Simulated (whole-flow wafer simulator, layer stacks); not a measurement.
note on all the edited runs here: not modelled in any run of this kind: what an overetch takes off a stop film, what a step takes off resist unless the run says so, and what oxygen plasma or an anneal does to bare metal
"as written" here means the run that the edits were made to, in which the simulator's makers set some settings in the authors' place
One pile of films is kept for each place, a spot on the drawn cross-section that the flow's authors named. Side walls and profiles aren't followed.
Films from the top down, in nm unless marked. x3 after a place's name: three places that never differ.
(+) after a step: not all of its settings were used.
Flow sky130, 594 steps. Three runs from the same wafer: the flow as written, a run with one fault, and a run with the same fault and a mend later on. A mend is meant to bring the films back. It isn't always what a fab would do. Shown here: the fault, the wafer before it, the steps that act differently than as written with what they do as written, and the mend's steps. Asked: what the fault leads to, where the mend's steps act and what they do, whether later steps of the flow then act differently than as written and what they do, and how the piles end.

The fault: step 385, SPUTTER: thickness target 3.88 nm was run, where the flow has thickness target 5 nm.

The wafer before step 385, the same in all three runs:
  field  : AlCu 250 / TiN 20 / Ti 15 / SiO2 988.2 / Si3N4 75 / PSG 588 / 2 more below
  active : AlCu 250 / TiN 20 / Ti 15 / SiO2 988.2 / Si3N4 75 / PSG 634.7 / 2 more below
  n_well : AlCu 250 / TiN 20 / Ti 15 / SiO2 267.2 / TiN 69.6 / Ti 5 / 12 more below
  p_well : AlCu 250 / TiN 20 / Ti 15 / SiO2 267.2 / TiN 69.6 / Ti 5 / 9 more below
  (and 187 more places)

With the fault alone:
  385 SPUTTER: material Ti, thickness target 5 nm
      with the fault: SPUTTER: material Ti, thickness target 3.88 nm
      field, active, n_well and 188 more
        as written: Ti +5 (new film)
        with the fault: Ti +3.88 (new film)
  Later steps of the flow that act differently than as written (12 more steps differ only slightly, by at most 2% or 0.5 nm, whichever is larger, and aren't shown):
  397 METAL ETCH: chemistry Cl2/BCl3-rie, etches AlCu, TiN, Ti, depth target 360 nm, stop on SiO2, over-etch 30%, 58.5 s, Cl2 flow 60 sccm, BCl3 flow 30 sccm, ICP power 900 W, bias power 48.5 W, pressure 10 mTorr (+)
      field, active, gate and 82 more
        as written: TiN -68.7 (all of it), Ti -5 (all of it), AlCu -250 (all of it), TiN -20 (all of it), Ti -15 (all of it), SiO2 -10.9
        with the fault: TiN -68.7 (all of it), Ti -3.88 (all of it), AlCu -250 (all of it), TiN -20 (all of it), Ti -15 (all of it), SiO2 -11
  At the end the piles differ from the flow's by more than 2% or 0.5 nm, whichever is larger, at n_well, p_well, gate_hv and 103 more.
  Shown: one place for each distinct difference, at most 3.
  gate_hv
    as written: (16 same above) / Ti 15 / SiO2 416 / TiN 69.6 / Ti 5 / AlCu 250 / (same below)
    with the fault: (16 same above) / Ti 15 / SiO2 417.1 / TiN 69.6 / Ti 3.88 / AlCu 250 / (same below)
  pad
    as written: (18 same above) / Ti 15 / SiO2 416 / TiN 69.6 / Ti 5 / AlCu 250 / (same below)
    with the fault: (18 same above) / Ti 15 / SiO2 417.1 / TiN 69.6 / Ti 3.88 / AlCu 250 / (same below)
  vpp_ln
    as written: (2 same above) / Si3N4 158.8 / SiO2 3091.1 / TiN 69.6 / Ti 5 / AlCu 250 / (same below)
    with the fault: (2 same above) / Si3N4 158.8 / SiO2 3092.2 / TiN 69.6 / Ti 3.88 / AlCu 250 / (same below)

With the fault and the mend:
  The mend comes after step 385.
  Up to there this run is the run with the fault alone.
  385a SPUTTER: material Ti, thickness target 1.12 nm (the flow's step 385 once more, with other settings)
      field, active, n_well and 188 more
        Ti +1.12
  No later step of the flow acts differently than as written at any place that is followed.
  At the end the piles are the same as the flow's at every place that both follow.
